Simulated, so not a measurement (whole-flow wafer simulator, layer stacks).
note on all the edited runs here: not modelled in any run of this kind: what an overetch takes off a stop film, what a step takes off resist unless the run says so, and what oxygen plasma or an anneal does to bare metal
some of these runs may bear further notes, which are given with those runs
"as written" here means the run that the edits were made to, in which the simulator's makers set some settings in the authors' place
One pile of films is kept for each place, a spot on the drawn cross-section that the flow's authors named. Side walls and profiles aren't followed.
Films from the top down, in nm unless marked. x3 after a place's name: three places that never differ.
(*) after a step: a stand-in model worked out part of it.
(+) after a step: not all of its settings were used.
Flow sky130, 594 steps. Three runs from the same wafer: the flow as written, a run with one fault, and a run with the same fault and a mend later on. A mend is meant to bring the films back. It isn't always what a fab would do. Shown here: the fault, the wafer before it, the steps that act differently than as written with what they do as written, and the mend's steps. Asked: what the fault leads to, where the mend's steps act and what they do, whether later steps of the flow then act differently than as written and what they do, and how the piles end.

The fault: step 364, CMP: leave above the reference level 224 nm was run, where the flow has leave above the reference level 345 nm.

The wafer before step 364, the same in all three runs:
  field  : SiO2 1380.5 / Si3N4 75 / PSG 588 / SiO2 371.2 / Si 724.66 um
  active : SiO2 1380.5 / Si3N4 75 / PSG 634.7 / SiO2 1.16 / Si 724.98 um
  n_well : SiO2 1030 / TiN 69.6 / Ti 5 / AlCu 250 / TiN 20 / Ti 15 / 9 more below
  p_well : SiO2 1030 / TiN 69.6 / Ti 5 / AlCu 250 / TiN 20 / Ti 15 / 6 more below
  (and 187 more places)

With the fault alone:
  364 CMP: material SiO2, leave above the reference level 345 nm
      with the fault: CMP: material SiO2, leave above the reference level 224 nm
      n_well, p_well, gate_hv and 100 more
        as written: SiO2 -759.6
        with the fault: SiO2 -880.6
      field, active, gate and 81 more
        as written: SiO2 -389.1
        with the fault: SiO2 -510.1
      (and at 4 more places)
  Later steps of the flow that act differently than as written (10 more steps differ only slightly, by at most 2% or 0.5 nm, whichever is larger, and aren't shown):
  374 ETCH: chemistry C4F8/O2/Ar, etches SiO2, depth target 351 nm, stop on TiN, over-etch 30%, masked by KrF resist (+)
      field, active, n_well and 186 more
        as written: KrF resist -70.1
        with the fault: KrF resist -38.7
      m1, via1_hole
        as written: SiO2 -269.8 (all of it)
        with the fault: SiO2 -148.8 (all of it)
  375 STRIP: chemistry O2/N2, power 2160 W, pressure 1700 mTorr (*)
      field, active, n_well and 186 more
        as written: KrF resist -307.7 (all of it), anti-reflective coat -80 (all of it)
        with the fault: KrF resist -339.1 (all of it), anti-reflective coat -80 (all of it)
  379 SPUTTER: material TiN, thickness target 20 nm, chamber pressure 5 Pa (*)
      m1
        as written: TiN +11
        with the fault: TiN +13.6
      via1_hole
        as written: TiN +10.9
        with the fault: TiN +13.5
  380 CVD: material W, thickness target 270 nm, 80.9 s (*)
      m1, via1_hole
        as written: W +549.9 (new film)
        with the fault: W +426.3 (new film)
  At the end the piles differ from the flow's by more than 2% or 0.5 nm, whichever is larger, at field, active, n_well and 190 more.
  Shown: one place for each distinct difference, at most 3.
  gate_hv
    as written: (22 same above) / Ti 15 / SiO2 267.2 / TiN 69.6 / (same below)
    with the fault: (22 same above) / Ti 15 / SiO2 146.2 / TiN 69.6 / (same below)
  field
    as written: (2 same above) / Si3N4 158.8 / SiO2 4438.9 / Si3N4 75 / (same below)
    with the fault: (2 same above) / Si3N4 158.8 / SiO2 4317.9 / Si3N4 75 / (same below)
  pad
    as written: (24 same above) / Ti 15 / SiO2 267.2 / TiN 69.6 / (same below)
    with the fault: (24 same above) / Ti 15 / SiO2 146.2 / TiN 69.6 / (same below)

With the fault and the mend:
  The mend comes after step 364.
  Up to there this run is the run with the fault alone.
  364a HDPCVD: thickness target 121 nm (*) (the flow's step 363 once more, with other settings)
      field, active, n_well and 188 more
        SiO2 +121
  No later step of the flow acts differently than as written, at any place that is followed, by more than 2% or 0.5 nm, whichever is larger.
  At the end the piles are the same as the flow's at every place that both follow.
